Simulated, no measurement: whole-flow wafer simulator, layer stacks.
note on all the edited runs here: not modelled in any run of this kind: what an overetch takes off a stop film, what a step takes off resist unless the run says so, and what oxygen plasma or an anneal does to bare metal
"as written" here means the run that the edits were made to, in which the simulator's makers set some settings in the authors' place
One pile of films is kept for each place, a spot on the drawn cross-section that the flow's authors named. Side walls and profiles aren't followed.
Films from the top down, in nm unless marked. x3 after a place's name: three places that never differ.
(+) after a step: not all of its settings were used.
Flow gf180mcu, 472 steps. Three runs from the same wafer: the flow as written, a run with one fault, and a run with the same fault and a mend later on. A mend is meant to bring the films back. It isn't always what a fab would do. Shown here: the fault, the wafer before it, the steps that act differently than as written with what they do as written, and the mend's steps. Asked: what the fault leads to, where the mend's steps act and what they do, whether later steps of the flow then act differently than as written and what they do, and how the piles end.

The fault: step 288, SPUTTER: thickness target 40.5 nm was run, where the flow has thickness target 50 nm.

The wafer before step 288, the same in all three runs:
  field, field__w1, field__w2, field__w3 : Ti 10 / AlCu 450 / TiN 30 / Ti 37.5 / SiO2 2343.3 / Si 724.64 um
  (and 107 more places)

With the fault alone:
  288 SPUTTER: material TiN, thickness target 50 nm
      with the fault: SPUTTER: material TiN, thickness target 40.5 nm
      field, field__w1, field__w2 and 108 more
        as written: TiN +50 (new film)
        with the fault: TiN +40.5 (new film)
  Later steps of the flow that act differently than as written (5 more steps differ only slightly, by at most 2% or 0.5 nm, whichever is larger, and aren't shown):
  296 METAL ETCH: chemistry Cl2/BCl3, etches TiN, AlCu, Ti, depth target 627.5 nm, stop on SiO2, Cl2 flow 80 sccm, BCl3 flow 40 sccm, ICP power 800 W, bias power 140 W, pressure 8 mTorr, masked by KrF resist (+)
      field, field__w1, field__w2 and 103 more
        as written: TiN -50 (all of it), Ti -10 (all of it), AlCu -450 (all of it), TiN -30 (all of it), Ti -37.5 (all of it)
        with the fault: TiN -40.5 (all of it), Ti -10 (all of it), AlCu -450 (all of it), TiN -30 (all of it), Ti -37.5 (all of it)
  At the end the piles differ from the flow's by more than 2% or 0.5 nm, whichever is larger, at field__w8, contact, m1, m1__w1, m1_nw.
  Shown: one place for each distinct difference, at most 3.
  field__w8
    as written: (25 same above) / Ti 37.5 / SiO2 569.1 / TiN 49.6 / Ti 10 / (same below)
    with the fault: (25 same above) / Ti 37.5 / SiO2 578.6 / TiN 40.1 / Ti 10 / (same below)
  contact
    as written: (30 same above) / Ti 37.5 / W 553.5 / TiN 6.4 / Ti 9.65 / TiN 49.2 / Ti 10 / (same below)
    with the fault: (30 same above) / Ti 37.5 / W 563.1 / TiN 6.37 / Ti 9.6 / TiN 39.7 / Ti 10 / (same below)

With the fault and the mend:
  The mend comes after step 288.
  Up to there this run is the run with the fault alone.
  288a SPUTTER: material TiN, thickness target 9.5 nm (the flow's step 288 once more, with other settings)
      field, field__w1, field__w2 and 108 more
        TiN +9.5
  No later step of the flow acts differently than as written at any place that is followed.
  At the end the piles are the same as the flow's at every place that both follow.
